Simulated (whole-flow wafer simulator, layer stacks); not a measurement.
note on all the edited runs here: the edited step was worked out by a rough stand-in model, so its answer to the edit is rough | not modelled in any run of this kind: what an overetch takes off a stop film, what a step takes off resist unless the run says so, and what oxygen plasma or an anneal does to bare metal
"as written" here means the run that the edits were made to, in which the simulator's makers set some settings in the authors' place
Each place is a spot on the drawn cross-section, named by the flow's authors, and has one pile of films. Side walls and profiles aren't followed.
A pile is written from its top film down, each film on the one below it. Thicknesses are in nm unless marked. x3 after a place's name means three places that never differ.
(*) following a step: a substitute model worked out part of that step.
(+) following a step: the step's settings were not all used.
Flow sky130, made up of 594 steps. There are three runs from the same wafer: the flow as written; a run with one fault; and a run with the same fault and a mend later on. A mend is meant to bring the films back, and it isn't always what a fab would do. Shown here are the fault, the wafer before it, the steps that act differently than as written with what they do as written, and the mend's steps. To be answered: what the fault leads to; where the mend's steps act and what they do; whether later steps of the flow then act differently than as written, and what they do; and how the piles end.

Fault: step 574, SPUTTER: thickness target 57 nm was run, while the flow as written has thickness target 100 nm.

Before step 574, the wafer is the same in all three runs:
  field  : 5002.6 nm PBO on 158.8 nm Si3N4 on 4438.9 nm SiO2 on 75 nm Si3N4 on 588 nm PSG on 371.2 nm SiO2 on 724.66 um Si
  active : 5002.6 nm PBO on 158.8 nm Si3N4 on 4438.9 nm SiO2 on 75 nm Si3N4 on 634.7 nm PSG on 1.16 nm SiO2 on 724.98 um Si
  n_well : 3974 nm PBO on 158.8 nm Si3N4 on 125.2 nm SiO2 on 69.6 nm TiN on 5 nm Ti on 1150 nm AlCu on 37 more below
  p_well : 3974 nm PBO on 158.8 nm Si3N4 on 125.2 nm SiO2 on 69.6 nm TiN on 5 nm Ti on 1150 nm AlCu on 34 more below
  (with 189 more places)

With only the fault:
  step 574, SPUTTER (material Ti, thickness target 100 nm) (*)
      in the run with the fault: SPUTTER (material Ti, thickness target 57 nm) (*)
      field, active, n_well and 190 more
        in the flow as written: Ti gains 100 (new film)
        in the run with the fault: Ti gains 57 (new film)
  Steps further on in the flow that do not act as written (7 other steps are not shown; they differ only slightly, by no more than 2% or 0.5 nm, whichever is larger):
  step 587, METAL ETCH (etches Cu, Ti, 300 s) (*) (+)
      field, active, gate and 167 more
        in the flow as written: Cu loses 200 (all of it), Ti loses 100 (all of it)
        in the run with the fault: Cu loses 200 (all of it), Ti loses 57 (all of it)
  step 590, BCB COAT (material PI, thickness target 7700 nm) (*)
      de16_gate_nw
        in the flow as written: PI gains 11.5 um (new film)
        in the run with the fault: PI gains 11.46 um (new film)
  The piles end different from the flow's at n_well, p_well, sd_n and 20 more by more than 2% or 0.5 nm, whichever is larger.
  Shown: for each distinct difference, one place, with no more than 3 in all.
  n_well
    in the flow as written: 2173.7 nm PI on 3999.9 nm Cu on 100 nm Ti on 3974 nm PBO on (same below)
    in the run with the fault: 2201.6 nm PI on 3999.9 nm Cu on 57 nm Ti on 3974 nm PBO on (same below)
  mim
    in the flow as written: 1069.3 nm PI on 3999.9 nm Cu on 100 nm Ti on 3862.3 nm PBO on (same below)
    in the run with the fault: 1109.6 nm PI on 3999.9 nm Cu on 57 nm Ti on 3862.3 nm PBO on (same below)
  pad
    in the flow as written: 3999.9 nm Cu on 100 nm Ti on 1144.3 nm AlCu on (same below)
    in the run with the fault: 3999.9 nm Cu on 57 nm Ti on 1144.3 nm AlCu on (same below)

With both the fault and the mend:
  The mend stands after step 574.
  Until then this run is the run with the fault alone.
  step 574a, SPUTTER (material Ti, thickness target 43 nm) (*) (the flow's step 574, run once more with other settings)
      field, active, n_well and 190 more
        Ti gains 43
  Every later step of the flow that is run acts as written at every place that is followed.
  At every place that both follow, the piles at the end match the flow's.
